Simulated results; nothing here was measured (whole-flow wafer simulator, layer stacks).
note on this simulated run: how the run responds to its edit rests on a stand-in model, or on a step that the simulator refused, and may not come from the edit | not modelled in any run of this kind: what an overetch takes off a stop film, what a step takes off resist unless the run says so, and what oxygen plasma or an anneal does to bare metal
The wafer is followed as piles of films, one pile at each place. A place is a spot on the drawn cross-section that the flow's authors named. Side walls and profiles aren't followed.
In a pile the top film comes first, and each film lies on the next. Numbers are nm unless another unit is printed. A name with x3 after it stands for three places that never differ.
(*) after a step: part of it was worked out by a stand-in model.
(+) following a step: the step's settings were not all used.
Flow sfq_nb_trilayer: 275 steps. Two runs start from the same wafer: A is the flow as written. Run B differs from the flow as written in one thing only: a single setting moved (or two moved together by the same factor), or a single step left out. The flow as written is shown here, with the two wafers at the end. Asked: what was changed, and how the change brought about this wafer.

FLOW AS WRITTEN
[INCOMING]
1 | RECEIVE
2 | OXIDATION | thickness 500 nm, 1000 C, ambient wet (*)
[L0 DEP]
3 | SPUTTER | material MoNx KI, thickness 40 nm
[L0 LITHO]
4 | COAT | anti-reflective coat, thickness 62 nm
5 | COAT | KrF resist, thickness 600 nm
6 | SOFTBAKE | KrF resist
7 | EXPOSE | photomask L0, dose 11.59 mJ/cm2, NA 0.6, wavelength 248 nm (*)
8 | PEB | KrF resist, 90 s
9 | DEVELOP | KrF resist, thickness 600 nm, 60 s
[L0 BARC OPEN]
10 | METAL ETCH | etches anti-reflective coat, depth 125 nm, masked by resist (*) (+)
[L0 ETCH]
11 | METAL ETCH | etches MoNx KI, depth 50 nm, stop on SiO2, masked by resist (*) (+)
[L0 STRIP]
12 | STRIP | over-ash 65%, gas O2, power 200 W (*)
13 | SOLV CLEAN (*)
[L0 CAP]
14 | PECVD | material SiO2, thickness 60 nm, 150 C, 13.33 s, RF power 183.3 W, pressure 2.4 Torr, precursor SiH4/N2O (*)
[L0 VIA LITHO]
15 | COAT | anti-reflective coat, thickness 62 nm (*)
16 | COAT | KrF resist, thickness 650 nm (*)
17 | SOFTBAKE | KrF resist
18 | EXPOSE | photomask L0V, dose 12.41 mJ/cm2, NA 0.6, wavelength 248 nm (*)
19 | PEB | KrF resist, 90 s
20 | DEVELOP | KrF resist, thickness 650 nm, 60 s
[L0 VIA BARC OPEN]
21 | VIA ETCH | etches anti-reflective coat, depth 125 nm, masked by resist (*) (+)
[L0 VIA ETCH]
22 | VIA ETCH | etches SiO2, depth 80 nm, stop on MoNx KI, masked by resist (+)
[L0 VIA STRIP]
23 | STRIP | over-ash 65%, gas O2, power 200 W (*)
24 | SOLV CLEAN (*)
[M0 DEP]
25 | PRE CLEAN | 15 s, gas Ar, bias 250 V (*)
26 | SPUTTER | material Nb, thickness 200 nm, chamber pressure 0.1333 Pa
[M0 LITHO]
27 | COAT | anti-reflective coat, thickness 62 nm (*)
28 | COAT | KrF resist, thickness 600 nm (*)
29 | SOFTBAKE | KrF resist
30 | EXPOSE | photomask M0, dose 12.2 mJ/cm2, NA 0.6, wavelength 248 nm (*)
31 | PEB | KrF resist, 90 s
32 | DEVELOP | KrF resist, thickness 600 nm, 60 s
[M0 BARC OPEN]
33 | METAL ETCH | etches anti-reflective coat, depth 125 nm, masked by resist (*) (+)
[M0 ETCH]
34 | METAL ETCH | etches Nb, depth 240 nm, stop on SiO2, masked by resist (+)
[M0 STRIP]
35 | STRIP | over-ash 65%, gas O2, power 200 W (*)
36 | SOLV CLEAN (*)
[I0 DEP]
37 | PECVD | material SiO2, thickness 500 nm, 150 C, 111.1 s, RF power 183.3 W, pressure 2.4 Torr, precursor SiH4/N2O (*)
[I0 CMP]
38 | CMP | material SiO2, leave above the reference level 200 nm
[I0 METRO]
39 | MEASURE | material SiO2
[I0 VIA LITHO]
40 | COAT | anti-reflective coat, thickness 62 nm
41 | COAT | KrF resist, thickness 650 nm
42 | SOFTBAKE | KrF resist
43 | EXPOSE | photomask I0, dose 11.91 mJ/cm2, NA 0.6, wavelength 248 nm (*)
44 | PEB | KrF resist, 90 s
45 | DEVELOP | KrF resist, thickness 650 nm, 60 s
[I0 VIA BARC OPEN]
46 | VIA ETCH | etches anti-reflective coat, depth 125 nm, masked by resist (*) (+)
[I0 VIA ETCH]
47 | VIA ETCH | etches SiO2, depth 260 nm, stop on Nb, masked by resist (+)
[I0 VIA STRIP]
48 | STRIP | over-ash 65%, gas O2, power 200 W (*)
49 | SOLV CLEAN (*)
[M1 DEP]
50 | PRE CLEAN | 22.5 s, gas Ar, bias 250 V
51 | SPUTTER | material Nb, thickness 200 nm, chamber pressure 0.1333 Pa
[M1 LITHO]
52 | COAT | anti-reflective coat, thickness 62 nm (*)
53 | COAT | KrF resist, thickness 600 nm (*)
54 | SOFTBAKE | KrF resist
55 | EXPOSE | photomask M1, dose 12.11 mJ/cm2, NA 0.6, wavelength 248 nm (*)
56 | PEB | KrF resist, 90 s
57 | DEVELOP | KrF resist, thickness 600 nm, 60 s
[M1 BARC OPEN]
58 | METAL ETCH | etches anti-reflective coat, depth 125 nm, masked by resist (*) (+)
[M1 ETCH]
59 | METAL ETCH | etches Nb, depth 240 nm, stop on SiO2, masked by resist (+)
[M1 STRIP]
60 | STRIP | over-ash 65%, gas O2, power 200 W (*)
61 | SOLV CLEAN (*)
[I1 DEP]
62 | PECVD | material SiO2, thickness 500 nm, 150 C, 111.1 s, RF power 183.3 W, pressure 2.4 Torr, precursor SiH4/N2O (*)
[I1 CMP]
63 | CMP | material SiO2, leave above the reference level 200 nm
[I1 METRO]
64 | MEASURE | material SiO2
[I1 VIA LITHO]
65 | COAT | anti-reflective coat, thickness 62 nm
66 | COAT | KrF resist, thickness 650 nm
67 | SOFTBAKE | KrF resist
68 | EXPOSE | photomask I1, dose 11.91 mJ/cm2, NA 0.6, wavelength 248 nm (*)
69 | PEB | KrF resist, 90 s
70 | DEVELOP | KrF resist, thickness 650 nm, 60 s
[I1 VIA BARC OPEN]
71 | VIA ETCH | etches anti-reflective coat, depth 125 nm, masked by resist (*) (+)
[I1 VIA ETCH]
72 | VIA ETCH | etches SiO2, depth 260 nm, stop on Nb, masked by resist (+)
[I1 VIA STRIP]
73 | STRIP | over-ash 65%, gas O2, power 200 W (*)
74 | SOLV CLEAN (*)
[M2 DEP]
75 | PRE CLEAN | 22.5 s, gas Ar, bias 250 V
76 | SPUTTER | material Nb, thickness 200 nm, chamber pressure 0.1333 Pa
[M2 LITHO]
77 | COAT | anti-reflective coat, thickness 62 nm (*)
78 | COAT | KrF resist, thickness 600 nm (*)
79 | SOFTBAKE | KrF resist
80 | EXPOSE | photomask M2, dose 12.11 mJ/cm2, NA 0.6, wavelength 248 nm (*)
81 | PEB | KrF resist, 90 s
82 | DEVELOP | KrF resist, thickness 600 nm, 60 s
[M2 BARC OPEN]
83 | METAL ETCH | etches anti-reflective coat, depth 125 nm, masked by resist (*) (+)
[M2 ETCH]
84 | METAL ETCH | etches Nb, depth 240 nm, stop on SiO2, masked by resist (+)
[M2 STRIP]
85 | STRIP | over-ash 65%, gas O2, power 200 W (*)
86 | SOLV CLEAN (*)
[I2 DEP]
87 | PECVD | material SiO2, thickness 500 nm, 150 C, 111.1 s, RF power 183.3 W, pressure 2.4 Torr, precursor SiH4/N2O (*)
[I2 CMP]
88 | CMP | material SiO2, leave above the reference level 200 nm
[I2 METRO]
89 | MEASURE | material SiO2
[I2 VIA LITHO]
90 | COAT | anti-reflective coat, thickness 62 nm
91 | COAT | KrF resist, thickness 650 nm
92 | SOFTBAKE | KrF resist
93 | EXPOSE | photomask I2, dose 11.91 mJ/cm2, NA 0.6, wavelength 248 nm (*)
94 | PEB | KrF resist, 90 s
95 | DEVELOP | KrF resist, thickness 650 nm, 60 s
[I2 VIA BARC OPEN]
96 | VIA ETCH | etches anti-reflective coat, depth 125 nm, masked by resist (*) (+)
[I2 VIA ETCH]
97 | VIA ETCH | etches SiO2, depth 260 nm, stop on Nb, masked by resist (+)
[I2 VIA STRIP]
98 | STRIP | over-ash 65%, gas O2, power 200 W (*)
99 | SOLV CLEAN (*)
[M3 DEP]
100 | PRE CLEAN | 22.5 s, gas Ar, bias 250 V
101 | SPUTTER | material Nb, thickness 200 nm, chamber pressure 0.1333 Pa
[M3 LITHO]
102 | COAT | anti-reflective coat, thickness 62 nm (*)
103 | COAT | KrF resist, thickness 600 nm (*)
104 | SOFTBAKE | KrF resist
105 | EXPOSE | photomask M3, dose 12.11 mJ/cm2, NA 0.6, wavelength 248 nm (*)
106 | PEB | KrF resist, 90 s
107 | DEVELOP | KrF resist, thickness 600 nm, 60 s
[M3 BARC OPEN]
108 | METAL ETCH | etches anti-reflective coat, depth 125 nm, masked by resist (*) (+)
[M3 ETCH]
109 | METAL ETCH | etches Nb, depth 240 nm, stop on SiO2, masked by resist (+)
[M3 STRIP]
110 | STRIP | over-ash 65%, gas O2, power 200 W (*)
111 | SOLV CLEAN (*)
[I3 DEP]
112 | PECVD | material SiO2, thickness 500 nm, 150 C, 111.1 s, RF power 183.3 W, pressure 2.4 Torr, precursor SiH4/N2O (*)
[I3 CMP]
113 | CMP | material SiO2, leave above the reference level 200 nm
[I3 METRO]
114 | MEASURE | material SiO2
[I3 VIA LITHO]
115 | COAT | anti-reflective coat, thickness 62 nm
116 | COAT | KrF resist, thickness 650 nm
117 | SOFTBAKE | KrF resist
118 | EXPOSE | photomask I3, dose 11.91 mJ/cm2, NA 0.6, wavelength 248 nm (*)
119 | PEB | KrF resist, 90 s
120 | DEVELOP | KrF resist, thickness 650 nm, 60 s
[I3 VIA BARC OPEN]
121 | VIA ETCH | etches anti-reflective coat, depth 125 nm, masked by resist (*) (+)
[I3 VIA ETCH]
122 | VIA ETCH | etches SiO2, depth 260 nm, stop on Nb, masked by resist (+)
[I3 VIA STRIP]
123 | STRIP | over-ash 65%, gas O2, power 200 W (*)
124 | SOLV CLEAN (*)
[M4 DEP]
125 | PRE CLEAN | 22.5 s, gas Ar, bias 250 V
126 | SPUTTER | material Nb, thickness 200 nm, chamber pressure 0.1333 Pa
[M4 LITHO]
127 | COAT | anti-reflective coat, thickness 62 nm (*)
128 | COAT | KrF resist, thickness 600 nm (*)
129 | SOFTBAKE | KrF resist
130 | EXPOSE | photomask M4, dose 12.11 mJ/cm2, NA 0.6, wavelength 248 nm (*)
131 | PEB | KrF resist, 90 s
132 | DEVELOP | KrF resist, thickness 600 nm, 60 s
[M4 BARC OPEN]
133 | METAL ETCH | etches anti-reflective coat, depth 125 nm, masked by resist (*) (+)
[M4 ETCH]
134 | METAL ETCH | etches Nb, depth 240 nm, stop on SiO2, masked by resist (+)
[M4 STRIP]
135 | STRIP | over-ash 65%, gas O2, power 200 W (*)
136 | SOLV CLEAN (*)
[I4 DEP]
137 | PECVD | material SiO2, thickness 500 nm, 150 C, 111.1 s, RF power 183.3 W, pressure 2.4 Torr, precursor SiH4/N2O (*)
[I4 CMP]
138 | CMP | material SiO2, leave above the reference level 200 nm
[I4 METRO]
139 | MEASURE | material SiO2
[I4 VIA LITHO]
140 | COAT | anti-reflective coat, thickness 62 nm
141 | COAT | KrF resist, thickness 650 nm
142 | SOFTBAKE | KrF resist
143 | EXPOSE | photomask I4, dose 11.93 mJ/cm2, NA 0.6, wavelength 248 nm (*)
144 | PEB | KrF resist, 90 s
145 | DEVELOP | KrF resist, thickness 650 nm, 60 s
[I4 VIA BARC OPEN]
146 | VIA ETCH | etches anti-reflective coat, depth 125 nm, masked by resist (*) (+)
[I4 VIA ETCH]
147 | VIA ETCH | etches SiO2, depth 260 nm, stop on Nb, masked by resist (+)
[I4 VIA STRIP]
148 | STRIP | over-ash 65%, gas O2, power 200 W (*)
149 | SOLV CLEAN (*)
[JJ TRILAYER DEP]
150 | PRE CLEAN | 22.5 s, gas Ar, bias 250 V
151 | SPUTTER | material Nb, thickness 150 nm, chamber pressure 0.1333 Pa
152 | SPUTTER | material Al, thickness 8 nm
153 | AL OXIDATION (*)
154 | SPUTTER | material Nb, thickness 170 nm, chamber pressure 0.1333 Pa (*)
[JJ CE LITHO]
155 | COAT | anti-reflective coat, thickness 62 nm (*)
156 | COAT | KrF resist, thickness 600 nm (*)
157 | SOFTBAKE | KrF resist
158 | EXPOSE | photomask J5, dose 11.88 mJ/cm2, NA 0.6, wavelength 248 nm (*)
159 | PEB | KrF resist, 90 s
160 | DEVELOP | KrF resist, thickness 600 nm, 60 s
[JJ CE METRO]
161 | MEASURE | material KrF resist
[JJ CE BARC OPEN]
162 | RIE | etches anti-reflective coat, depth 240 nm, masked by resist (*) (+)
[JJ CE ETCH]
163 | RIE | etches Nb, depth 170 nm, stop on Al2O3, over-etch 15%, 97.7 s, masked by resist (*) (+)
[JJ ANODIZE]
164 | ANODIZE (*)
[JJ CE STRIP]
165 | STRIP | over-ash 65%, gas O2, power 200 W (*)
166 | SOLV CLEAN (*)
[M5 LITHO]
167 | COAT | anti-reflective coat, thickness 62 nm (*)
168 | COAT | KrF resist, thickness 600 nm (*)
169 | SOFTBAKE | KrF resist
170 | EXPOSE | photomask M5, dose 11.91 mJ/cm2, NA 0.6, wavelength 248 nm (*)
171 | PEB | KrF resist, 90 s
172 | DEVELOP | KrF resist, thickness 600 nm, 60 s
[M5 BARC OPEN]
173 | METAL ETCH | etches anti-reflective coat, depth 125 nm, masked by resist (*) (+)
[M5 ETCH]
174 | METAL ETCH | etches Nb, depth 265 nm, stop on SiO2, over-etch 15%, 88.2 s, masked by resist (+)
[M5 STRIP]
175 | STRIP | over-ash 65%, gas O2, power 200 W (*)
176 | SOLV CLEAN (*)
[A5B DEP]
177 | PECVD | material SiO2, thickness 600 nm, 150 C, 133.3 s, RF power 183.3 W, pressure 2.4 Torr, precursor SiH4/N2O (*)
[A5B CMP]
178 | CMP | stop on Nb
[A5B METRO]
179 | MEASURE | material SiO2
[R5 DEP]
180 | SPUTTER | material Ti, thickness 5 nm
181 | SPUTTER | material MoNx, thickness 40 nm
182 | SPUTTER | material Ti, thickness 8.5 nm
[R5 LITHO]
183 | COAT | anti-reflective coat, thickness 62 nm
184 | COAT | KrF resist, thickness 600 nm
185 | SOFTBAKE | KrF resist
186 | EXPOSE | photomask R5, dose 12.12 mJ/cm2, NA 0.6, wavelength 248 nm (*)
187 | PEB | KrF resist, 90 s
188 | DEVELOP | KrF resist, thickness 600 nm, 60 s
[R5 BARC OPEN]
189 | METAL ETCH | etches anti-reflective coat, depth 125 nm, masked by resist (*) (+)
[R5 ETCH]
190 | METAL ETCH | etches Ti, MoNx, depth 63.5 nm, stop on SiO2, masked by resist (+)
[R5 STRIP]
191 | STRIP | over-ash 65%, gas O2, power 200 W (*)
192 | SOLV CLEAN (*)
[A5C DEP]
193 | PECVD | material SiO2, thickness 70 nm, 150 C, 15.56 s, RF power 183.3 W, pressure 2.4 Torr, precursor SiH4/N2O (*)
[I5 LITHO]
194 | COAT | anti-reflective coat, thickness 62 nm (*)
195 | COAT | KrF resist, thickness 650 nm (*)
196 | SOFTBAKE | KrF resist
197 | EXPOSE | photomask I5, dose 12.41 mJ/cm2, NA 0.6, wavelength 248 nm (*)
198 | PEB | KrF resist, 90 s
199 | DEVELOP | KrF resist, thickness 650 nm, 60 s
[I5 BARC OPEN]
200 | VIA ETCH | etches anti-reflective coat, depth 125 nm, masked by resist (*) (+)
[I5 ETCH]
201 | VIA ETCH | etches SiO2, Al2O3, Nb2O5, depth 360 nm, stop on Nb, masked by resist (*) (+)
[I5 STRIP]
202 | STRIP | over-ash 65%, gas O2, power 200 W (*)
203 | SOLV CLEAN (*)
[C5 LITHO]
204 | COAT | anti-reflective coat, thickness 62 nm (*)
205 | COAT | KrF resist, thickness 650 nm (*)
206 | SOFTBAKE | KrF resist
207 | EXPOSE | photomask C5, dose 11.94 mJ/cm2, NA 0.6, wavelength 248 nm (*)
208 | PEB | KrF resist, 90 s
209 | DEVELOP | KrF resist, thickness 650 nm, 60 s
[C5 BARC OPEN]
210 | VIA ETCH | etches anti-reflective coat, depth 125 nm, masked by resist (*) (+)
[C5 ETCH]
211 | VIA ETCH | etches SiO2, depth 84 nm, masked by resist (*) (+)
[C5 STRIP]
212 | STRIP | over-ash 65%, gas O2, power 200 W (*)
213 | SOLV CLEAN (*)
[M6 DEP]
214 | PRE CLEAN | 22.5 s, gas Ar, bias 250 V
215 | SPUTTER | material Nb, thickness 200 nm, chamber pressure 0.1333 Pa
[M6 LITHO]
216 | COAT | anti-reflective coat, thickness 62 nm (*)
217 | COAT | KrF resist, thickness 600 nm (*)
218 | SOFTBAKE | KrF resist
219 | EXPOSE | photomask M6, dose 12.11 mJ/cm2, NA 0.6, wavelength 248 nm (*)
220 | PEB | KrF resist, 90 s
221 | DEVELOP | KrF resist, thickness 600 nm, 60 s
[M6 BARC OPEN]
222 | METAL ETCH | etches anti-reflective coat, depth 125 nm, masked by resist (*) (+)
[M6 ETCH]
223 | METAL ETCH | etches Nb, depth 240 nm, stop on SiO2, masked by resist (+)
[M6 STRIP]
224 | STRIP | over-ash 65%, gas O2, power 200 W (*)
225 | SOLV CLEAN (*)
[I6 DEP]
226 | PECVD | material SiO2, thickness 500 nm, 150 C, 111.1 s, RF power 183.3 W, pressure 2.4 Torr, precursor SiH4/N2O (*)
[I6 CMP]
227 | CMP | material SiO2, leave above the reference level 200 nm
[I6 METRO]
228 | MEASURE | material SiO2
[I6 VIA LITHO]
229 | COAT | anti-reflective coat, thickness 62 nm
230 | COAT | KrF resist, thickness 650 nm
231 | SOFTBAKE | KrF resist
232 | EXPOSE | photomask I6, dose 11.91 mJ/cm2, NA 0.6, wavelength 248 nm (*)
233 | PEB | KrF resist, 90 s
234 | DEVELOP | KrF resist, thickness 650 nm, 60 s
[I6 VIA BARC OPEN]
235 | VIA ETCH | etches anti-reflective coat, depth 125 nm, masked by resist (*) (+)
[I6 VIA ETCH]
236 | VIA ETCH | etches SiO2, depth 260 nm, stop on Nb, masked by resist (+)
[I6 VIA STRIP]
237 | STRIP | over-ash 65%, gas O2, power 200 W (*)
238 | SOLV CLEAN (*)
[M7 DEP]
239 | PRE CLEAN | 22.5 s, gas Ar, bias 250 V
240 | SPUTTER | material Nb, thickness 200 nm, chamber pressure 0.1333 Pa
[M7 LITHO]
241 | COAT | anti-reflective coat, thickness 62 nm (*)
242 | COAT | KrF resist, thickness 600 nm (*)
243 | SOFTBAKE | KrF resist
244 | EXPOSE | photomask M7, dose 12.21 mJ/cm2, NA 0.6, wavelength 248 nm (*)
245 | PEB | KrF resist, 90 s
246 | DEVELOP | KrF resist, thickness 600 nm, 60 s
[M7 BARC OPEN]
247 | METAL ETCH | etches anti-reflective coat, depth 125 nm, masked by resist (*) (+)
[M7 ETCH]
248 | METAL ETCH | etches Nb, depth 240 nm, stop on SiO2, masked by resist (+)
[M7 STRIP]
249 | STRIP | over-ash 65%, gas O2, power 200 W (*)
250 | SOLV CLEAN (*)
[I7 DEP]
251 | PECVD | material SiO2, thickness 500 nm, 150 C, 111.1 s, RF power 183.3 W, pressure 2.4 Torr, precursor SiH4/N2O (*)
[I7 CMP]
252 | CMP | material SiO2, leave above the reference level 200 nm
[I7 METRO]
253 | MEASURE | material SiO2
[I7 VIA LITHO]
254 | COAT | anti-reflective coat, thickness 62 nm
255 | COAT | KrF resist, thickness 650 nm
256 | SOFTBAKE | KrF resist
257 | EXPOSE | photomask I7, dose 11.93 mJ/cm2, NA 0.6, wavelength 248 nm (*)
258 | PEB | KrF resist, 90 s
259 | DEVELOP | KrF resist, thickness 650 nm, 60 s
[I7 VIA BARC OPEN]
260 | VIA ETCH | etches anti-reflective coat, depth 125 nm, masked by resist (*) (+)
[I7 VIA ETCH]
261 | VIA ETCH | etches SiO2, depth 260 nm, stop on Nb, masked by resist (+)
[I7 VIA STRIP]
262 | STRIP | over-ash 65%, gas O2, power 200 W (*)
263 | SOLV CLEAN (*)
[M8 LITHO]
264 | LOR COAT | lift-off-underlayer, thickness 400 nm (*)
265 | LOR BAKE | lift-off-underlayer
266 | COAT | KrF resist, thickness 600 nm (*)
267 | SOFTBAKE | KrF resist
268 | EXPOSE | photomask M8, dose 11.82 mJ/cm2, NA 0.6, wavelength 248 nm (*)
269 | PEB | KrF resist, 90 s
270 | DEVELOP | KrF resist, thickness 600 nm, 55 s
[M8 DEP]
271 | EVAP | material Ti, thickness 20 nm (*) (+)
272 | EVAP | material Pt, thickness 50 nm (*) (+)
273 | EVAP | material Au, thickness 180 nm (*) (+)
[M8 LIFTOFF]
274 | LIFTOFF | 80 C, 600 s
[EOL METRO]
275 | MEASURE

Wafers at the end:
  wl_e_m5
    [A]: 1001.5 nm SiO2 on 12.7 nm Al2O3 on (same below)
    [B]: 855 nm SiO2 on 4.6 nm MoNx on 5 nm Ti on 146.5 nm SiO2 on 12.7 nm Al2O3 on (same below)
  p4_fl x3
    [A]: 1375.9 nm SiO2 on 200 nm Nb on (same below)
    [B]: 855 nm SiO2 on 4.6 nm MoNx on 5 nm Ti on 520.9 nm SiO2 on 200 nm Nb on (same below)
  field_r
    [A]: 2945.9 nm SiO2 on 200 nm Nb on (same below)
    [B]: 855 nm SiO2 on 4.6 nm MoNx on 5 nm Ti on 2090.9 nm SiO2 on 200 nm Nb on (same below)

What caused this: step 181, SPUTTER: thickness 59.6 nm was run, though the flow has thickness 40 nm.

How this came from the change, step by step:
  181 | SPUTTER | material MoNx, thickness 40 nm
      field_l, v_sur, via_wl and 103 more: A +40 MoNx (new film) | B +59.6 MoNx (new film)
  190 | METAL ETCH | etches Ti, MoNx, depth 63.5 nm, stop on SiO2, masked by resist (+)
      field_l, v_sur, via_wl and 92 more: A -8.5 Ti (all of it), -40 MoNx (all of it), -5 Ti (all of it) | B -8.5 Ti (all of it), -55 MoNx
      ce_l, c5j, ce_r, wl_jj: A -8.5 Ti (all of it), -40 MoNx (all of it), -5 Ti (all of it), -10 Nb | B -8.5 Ti (all of it), -55 MoNx
  193 | PECVD | material SiO2, thickness 70 nm, 150 C, 15.56 s, RF power 183.3 W, pressure 2.4 Torr, precursor SiH4/N2O (*)
      field_l, v_sur, via_wl and 92 more: A +70 SiO2 | B +70 SiO2 (new film)
  194 | COAT | anti-reflective coat, thickness 62 nm (*)
      wl_j_sl, wl_j_sr: A +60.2 anti-reflective coat (new film) | B +62 anti-reflective coat (new film)
      r5r_spacepad_l, r5r_spacepad_r: A +84.4 anti-reflective coat (new film) | B +88.7 anti-reflective coat (new film)
      (also at 12 further places)
  201 | VIA ETCH | etches SiO2, Al2O3, Nb2O5, depth 360 nm, stop on Nb, masked by resist (*) (+)
      be: A -216.4 SiO2 (all of it), -12.7 Al2O3 (all of it), -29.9 Nb2O5 (all of it) | B -69.8 SiO2 (all of it), -4.6 MoNx (all of it), -5 Ti (all of it), -146.5 SiO2 (all of it), -12.7 Al2O3 (all of it), -29.9 Nb2O5 (all of it)
  202 | STRIP | over-ash 65%, gas O2, power 200 W (*)
      wl_j_sl, wl_j_sr: A -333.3 KrF resist (all of it), -60.2 anti-reflective coat (all of it) | B -333 KrF resist (all of it), -62 anti-reflective coat (all of it)
      r5r_spacepad_l, r5r_spacepad_r: A -335.6 KrF resist (all of it), -84.4 anti-reflective coat (all of it) | B -336 KrF resist (all of it), -88.7 anti-reflective coat (all of it)
      (also at 12 further places)
  204 | COAT | anti-reflective coat, thickness 62 nm (*)
      wl_j_sl, wl_j_sr: A +60.2 anti-reflective coat (new film) | B +62 anti-reflective coat (new film)
      r5r_spacepad_l, r5r_spacepad_r: A +84.4 anti-reflective coat (new film) | B +88.7 anti-reflective coat (new film)
      (also at 12 further places)
  210 | VIA ETCH | etches anti-reflective coat, depth 125 nm, masked by resist (*) (+)
      c5j: A -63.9 anti-reflective coat (all of it), -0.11 SiO2 | B -61.2 anti-reflective coat (all of it), -0.11 SiO2
  211 | VIA ETCH | etches SiO2, depth 84 nm, masked by resist (*) (+)
      c5j: A -69.9 SiO2 (all of it), -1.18 Nb | B -69.9 SiO2 (all of it)
  212 | STRIP | over-ash 65%, gas O2, power 200 W (*)
      wl_j_sl, wl_j_sr: A -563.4 KrF resist (all of it), -60.2 anti-reflective coat (all of it) | B -564 KrF resist (all of it), -62 anti-reflective coat (all of it)
      r5r_spacepad_l, r5r_spacepad_r: A -565.8 KrF resist (all of it), -84.4 anti-reflective coat (all of it) | B -566.9 KrF resist (all of it), -88.7 anti-reflective coat (all of it)
      (also at 11 further places)
  214 | PRE CLEAN | 22.5 s, gas Ar, bias 250 V
      c5j: A -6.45 Nb | B -4.6 MoNx (all of it), -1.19 Ti
  215 | SPUTTER | material Nb, thickness 200 nm, chamber pressure 0.1333 Pa
      c5j: A +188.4 Nb | B +189.1 Nb (new film)
  216 | COAT | anti-reflective coat, thickness 62 nm (*)
      r5r_line_l, r5r_line_c, r5r_line_r: A +50 anti-reflective coat (new film) | B +48.6 anti-reflective coat (new film)
      wl_j_sl, wl_j_sr: A +60.2 anti-reflective coat (new film) | B +62 anti-reflective coat (new film)
      (also at 13 further places)
  222 | METAL ETCH | etches anti-reflective coat, depth 125 nm, masked by resist (*) (+)
      r5r_line_l, r5r_line_c, r5r_line_r: A -50 anti-reflective coat (all of it) | B -48.6 anti-reflective coat (all of it)
      r5r_spacepad_l, r5r_spacepad_r: A -85.7 anti-reflective coat (all of it) | B -90.7 anti-reflective coat (all of it)
      (also at 1 further place)
  224 | STRIP | over-ash 65%, gas O2, power 200 W (*)
      wl_j_sl, wl_j_sr: A -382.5 KrF resist (all of it), -60.2 anti-reflective coat (all of it) | B -382.4 KrF resist (all of it), -62 anti-reflective coat (all of it)
      be_sur: A -371.2 KrF resist (all of it), -43.8 anti-reflective coat (all of it) | B -371.7 KrF resist (all of it), -42.9 anti-reflective coat (all of it)
      (also at 9 further places)
  227 | CMP | material SiO2, leave above the reference level 200 nm
      r5r_line_l, r5r_spacepad_l, r5r_spacepad_r, r5r_line_c, r5r_line_r: A -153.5 SiO2 | B -163.5 SiO2
      ce_l, ce_r, wl_jj: A -290 SiO2 | B -300 SiO2
      (also at 5 further places)
Taking metal films that touch as one body, wl_e_m5 has 7 bodies (between them, from the top down: SiO2 146.5 / Al2O3 12.7 / Nb2O5 29.9; SiO2 192.5; SiO2 192.5; SiO2 192.5; SiO2 192.5; SiO2 192.5); the flow as written gives 6 bodies (between them, from the top down: SiO2 192.5; SiO2 192.5; SiO2 192.5; SiO2 192.5; SiO2 192.5).
Taking metal films that touch as one body, p4_fl x3 has 3 bodies (between them, from the top down: SiO2 520.9; SiO2 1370); the flow as written gives 2 bodies (between them, from the top down: SiO2 1370).
Taking metal films that touch as one body, field_r has 2 bodies (between them, from the top down: SiO2 2090.9); the flow as written gives 1 body.
